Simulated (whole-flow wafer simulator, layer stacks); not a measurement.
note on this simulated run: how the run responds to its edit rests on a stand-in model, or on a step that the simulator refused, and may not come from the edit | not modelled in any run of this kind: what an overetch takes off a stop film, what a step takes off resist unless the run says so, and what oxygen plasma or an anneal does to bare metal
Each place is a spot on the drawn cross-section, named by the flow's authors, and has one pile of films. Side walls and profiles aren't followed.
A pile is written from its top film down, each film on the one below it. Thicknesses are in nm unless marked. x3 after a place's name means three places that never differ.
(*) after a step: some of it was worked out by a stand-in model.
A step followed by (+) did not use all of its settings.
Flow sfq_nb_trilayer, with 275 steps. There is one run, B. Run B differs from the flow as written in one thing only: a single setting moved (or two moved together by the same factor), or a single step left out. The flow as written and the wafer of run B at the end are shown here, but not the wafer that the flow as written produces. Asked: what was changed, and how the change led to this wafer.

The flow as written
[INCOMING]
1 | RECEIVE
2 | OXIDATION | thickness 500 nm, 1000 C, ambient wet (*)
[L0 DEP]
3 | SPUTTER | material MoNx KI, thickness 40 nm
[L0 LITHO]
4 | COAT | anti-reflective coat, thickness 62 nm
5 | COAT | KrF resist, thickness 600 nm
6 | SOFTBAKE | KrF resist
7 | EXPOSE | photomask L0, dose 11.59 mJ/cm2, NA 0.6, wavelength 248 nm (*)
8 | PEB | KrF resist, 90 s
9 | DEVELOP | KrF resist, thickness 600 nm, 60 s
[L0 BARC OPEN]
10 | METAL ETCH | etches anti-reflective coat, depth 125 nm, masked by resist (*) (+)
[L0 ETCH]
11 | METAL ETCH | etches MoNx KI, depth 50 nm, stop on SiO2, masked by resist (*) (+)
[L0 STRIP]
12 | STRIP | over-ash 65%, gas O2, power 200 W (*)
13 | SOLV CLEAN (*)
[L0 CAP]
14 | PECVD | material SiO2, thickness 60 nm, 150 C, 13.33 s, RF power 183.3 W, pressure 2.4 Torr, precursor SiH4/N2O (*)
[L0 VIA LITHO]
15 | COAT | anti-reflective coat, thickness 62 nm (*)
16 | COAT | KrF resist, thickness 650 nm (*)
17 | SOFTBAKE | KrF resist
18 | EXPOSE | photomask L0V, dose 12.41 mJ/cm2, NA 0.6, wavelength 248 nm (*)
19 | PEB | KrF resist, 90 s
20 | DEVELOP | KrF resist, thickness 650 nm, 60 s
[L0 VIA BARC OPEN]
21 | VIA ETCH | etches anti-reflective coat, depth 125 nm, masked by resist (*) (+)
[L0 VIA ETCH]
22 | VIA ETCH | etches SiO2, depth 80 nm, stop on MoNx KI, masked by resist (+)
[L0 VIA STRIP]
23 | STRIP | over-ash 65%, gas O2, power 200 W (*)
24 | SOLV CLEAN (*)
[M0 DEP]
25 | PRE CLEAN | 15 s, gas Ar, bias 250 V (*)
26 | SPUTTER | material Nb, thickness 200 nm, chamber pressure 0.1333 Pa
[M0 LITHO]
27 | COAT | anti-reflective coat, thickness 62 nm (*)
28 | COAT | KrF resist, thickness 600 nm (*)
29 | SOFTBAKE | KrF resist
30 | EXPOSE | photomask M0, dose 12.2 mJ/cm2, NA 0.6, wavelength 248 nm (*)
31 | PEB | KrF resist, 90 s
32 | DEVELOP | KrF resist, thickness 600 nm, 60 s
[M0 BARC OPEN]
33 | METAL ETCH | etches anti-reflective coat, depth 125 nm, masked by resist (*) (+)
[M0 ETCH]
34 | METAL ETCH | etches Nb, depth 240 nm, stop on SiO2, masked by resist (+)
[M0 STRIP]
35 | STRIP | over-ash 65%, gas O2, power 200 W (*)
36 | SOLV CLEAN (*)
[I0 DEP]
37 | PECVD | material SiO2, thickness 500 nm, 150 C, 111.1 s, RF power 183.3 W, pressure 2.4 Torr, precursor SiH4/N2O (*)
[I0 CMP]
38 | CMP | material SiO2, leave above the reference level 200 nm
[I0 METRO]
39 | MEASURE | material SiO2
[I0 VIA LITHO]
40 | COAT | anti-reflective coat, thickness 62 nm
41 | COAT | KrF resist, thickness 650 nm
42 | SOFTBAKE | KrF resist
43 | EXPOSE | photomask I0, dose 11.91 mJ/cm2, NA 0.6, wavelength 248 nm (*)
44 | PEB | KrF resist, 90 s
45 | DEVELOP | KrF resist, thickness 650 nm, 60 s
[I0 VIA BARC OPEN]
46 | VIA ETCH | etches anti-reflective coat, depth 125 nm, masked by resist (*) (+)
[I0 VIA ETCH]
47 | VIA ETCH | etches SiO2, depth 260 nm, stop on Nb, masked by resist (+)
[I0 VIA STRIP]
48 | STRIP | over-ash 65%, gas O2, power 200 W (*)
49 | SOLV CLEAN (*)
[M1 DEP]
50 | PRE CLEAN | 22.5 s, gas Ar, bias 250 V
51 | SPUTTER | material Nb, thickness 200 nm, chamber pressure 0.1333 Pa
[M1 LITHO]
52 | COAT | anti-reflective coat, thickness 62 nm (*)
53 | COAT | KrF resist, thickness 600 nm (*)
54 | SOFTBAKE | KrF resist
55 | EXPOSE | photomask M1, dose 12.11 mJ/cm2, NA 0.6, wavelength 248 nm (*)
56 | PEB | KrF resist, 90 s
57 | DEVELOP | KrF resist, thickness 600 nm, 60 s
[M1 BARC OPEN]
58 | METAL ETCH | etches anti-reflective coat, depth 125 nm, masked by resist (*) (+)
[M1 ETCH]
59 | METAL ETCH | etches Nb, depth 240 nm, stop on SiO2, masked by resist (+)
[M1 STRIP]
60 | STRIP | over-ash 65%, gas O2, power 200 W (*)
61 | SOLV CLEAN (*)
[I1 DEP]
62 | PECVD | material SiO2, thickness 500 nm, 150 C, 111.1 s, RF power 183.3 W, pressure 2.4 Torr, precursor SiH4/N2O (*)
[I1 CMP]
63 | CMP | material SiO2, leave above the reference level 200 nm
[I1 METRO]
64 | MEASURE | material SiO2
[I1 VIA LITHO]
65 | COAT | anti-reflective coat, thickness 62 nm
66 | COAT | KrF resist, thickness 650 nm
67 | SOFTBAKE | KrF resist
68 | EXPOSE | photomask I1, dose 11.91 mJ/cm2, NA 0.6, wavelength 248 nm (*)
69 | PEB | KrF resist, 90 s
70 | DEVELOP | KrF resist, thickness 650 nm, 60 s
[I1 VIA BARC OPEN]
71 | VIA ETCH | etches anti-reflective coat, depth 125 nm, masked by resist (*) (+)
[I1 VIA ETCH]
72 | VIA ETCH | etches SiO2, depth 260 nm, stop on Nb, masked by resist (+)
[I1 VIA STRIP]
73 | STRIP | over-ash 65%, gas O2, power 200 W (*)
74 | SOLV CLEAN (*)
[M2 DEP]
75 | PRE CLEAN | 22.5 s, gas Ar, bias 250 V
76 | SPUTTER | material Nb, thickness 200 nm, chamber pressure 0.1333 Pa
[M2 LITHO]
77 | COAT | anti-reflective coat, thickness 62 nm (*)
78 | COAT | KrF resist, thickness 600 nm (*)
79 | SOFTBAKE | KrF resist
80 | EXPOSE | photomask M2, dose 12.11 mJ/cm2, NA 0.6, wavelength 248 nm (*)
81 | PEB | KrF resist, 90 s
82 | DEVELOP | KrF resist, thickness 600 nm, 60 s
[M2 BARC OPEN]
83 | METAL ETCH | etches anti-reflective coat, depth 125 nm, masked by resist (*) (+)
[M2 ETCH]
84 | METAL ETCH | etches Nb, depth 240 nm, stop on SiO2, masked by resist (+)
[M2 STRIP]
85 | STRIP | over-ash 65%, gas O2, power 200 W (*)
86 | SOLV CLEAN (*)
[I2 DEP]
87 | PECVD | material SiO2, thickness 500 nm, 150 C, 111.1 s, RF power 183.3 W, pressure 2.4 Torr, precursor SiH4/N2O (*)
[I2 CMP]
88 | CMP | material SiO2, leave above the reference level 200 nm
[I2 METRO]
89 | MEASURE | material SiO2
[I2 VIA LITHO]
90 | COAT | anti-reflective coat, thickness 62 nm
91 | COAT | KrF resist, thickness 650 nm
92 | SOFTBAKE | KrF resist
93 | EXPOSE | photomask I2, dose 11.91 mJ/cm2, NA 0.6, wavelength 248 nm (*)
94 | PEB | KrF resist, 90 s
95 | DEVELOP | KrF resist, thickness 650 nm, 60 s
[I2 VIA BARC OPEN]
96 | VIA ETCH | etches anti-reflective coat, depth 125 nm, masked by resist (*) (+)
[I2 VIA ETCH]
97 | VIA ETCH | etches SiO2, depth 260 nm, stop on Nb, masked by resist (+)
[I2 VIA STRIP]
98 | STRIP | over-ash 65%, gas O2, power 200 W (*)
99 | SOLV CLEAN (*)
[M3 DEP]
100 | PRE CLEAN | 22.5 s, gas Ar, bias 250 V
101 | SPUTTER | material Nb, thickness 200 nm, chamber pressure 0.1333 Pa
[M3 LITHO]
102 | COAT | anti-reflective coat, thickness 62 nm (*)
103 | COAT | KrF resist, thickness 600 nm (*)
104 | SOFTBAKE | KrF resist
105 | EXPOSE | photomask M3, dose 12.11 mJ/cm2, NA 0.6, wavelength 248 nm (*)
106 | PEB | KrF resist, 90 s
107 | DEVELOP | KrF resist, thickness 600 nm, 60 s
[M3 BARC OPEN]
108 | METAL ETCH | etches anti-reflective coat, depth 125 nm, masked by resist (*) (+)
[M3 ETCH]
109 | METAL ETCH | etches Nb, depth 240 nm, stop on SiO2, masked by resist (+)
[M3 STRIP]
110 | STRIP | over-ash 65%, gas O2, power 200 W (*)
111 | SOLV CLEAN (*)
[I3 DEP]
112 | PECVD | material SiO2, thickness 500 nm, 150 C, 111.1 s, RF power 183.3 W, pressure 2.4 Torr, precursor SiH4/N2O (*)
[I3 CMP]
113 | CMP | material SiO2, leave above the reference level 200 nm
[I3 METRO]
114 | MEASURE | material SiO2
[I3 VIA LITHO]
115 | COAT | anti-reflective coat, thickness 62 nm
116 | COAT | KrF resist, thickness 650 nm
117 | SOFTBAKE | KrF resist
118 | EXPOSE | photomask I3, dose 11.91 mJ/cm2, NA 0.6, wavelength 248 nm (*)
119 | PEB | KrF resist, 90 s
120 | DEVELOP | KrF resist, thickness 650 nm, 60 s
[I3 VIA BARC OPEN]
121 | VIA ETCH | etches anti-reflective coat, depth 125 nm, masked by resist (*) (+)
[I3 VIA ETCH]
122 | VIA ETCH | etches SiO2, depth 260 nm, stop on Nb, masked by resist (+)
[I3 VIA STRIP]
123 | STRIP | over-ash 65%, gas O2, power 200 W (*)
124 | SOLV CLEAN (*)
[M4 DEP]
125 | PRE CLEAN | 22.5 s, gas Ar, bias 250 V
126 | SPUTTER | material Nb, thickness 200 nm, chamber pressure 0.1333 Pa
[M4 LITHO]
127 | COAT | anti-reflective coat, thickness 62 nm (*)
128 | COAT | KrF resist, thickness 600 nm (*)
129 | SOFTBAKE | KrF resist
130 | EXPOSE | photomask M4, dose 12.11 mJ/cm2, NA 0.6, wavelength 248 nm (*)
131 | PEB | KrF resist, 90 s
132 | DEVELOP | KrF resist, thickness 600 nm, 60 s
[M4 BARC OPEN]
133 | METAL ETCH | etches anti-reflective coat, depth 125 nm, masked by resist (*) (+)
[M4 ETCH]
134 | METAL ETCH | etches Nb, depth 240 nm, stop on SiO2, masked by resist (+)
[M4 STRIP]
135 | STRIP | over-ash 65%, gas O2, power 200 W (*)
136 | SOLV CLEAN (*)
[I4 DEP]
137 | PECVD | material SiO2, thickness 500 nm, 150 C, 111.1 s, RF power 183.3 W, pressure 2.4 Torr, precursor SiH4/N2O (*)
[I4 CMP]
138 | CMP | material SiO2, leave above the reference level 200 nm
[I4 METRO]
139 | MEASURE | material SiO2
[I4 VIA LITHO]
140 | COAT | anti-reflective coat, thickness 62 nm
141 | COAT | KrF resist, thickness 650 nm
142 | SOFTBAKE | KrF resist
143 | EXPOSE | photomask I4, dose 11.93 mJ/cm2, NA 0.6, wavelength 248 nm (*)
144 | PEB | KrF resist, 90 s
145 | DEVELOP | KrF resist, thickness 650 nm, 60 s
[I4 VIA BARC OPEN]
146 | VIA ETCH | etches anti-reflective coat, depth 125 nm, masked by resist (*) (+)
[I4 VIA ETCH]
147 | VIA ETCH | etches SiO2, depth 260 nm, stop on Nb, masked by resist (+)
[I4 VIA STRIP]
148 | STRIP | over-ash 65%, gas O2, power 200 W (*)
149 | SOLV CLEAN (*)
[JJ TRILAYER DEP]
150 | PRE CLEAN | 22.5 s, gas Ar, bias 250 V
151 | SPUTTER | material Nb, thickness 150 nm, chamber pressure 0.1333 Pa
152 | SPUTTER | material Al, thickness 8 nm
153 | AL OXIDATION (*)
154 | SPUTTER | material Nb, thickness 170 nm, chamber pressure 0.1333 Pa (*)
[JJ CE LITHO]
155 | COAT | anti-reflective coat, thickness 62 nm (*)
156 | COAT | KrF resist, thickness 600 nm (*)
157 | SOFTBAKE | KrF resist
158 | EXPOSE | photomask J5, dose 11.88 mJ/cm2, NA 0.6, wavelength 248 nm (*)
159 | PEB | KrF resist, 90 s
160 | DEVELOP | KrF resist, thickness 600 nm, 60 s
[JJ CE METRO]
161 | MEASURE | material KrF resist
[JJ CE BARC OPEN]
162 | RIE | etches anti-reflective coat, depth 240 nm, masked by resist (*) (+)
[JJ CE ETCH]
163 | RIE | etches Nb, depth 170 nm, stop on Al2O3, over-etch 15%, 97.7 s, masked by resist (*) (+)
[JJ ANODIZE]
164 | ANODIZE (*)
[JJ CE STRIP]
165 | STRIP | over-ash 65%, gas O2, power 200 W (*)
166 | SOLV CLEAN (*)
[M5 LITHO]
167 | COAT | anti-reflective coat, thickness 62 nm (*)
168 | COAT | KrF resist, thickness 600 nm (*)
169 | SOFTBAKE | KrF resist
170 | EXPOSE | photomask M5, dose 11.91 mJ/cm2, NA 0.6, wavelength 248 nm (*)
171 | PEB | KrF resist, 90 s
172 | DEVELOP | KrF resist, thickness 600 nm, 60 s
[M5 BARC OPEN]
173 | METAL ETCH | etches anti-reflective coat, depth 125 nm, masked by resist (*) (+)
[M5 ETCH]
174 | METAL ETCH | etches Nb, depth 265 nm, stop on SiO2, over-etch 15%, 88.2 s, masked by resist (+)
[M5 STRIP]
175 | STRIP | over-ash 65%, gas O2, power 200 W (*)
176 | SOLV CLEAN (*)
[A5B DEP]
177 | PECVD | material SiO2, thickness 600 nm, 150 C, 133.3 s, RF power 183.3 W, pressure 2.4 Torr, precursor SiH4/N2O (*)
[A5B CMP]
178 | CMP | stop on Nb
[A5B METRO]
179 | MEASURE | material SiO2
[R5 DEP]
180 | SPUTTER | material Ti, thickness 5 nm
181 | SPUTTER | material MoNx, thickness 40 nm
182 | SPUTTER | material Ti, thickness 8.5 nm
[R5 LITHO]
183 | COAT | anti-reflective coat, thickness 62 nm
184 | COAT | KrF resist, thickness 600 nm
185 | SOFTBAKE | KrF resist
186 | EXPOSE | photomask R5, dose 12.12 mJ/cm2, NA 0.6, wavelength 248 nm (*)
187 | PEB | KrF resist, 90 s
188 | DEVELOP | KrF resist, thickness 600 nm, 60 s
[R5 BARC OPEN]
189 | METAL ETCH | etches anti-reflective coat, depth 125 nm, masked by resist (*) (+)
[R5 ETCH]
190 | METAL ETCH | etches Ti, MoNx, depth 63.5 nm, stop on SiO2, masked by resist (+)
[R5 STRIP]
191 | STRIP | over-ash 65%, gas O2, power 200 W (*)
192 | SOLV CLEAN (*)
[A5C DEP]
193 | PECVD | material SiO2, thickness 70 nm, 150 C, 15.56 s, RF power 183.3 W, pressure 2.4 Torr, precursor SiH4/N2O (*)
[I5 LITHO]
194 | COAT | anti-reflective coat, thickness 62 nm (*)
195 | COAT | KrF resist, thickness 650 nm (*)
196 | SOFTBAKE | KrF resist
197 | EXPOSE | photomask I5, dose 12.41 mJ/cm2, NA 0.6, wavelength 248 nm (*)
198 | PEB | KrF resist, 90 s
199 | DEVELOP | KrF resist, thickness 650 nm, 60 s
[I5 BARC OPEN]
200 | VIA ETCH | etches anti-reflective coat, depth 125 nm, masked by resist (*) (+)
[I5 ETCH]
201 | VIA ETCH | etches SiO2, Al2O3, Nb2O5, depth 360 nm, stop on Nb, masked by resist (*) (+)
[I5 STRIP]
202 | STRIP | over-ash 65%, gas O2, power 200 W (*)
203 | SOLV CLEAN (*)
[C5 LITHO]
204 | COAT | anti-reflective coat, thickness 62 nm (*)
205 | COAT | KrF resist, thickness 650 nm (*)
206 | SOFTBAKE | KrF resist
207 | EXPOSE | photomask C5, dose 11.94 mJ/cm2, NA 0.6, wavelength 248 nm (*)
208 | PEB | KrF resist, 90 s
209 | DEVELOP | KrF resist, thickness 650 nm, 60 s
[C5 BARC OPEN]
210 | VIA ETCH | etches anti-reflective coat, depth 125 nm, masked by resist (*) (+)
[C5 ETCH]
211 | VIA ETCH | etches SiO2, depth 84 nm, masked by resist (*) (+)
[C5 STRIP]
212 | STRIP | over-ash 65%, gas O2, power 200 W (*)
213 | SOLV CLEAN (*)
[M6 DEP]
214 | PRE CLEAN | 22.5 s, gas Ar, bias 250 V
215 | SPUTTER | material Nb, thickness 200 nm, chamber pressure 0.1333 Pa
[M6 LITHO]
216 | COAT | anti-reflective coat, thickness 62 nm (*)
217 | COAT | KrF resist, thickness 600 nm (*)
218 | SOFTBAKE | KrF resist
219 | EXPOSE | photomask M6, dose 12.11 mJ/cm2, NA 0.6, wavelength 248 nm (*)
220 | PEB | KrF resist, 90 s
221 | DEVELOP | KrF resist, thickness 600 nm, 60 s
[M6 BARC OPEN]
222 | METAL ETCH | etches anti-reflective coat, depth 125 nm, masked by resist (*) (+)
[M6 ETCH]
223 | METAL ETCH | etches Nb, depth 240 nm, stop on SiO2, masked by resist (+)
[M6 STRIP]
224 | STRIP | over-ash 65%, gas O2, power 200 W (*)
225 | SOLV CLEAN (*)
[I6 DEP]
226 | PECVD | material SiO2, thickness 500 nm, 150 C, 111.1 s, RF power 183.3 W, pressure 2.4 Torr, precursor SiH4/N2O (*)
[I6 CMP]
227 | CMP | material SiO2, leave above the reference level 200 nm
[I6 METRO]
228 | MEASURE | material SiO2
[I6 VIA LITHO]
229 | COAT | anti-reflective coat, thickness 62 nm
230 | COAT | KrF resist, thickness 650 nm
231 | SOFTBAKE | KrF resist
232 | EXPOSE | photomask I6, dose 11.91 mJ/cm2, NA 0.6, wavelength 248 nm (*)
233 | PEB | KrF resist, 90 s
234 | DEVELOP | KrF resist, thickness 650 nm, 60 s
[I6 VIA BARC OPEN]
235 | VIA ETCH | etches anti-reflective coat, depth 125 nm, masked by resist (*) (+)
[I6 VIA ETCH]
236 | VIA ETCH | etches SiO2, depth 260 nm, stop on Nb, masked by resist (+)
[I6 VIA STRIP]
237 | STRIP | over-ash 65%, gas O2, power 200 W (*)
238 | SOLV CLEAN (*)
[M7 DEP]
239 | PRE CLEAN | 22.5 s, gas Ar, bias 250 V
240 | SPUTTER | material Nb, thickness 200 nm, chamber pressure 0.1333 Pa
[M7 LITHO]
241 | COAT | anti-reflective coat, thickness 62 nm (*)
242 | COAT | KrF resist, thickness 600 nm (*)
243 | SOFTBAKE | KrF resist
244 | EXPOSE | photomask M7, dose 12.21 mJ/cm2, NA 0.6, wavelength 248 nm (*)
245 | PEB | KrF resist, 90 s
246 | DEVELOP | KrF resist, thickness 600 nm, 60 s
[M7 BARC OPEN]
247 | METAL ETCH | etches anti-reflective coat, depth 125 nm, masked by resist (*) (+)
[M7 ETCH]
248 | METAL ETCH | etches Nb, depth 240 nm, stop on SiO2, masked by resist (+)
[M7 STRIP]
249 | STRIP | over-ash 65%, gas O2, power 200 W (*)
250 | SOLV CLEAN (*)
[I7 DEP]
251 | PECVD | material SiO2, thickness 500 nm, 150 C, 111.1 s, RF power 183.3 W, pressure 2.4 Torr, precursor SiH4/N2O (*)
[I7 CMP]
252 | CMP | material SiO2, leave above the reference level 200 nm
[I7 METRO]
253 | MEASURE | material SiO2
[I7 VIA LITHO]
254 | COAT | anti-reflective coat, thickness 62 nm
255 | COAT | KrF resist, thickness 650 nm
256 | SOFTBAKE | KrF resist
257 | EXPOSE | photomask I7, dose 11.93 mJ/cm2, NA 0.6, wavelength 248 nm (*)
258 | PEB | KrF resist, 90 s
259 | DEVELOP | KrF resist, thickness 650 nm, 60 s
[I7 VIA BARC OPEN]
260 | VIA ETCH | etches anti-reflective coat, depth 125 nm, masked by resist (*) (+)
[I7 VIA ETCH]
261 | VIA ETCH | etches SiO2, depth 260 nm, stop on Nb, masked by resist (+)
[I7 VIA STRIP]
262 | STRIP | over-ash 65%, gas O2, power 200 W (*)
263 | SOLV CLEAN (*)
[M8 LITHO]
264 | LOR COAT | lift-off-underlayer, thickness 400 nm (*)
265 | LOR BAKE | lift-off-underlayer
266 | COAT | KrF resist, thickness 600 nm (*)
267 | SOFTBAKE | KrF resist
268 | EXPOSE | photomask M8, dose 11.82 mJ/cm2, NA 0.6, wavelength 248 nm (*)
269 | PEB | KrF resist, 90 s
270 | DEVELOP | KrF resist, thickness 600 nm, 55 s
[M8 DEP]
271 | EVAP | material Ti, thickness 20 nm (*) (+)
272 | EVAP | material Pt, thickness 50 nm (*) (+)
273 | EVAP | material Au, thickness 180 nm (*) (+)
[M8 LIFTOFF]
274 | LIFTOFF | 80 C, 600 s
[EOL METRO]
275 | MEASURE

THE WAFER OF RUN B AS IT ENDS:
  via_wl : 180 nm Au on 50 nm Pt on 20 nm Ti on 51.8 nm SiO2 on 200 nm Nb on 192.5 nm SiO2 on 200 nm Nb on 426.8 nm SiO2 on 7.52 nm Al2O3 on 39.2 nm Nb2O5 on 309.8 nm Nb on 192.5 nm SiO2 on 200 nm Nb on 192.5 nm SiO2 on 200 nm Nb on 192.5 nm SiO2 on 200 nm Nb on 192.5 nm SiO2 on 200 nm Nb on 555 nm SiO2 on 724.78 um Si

The reason: step 261, VIA ETCH: depth 148 nm was run, whereas the flow has depth 260 nm.

How this came from the change, step by step:
  261 | VIA ETCH | etches SiO2, depth 260 nm, stop on Nb, masked by resist (+)
      via_wl, via_w, via_wr: SiO2 loses 148 (in the flow as written it would be: SiO2 loses 199.8 (all of it))
      field_l, v_sur, via_sp and 100 more: KrF resist loses 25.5 (in the flow as written it would be: KrF resist loses 44.8)
  262 | STRIP | over-ash 65%, gas O2, power 200 W (*)
      field_l, v_sur, via_sp and 100 more: KrF resist loses 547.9 (all of it), anti-reflective coat loses 62 (all of it) (in the flow as written it would be: KrF resist loses 528.6 (all of it), anti-reflective coat loses 62 (all of it))
  264 | LOR COAT | lift-off-underlayer, thickness 400 nm (*)
      via_wl, via_wr: lift-off-underlayer gains 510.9 (new film) (in the flow as written it would be: lift-off-underlayer gains 549.8 (new film))
      v_sur: lift-off-underlayer gains 377.3 (new film) (in the flow as written it would be: lift-off-underlayer gains 369.4 (new film))
      (as well as at 1 more place)
  270 | DEVELOP | KrF resist, thickness 600 nm, 55 s
      v_sur: KrF resist loses 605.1 (all of it), lift-off-underlayer loses 377.3 (all of it) (in the flow as written it would be: KrF resist loses 607.3 (all of it), lift-off-underlayer loses 369.4 (all of it))
      via_wl: KrF resist loses 617.3 (all of it), lift-off-underlayer loses 510.9 (all of it) (in the flow as written it would be: KrF resist loses 623.9 (all of it), lift-off-underlayer loses 549.8 (all of it))
      (as well as at 2 more places)
If metal films that touch count as one body, via_wl has 8 bodies (between them, from the top down: SiO2 51.8; SiO2 192.5; SiO2 426.8 / Al2O3 7.52 / Nb2O5 39.2; SiO2 192.5; SiO2 192.5; SiO2 192.5; SiO2 192.5); the flow as written gives 7 bodies (between them, from the top down: SiO2 192.5; SiO2 426.8 / Al2O3 7.52 / Nb2O5 39.2; SiO2 192.5; SiO2 192.5; SiO2 192.5; SiO2 192.5).
